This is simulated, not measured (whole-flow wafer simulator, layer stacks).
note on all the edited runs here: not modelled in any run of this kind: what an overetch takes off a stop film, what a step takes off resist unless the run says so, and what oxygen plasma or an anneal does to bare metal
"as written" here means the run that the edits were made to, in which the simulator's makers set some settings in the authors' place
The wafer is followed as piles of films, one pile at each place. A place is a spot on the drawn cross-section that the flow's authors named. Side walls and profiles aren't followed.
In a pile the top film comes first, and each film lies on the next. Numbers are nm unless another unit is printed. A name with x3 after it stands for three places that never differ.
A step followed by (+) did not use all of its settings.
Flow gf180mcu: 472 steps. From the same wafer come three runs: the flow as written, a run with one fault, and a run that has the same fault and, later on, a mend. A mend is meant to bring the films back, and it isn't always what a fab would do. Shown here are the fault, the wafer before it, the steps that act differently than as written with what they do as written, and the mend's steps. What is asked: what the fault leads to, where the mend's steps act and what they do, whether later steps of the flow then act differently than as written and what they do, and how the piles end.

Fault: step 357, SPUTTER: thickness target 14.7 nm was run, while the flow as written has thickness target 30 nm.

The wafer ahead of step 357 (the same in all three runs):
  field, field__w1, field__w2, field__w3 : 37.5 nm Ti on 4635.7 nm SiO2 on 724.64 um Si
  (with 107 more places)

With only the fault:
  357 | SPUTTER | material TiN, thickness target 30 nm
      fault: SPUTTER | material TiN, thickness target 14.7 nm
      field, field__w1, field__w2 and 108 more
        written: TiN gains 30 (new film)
        fault: TiN gains 14.7 (new film)
  Steps later in the flow that act otherwise than as written:
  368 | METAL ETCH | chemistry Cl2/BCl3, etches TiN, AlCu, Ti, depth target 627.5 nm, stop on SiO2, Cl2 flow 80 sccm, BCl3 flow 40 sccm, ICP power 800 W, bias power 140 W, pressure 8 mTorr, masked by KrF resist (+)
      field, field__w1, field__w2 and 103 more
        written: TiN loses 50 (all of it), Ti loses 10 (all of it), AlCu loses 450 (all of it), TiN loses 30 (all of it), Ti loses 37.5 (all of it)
        fault: TiN loses 50 (all of it), Ti loses 10 (all of it), AlCu loses 450 (all of it), TiN loses 14.7 (all of it), Ti loses 37.5 (all of it)
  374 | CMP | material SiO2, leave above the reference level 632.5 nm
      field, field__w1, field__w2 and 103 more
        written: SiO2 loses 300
        fault: SiO2 loses 315.3
  By the end, the piles at field__w8, contact, m1, m1__w1, m1_nw depart from the flow's by more than 2% or 0.5 nm, whichever is larger.
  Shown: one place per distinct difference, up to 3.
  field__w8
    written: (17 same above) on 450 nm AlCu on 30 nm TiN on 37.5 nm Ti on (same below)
    fault: (17 same above) on 450 nm AlCu on 14.7 nm TiN on 37.5 nm Ti on (same below)
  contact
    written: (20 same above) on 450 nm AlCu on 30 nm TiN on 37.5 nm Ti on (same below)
    fault: (20 same above) on 450 nm AlCu on 14.7 nm TiN on 37.5 nm Ti on (same below)

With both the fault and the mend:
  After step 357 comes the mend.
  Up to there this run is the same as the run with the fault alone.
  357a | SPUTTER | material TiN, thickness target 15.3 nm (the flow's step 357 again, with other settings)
      field, field__w1, field__w2 and 108 more
        TiN gains 15.3
  None of the later steps of the flow acts differently than as written at any place that is followed.
  The piles end the same as the flow's at every place that both follow.
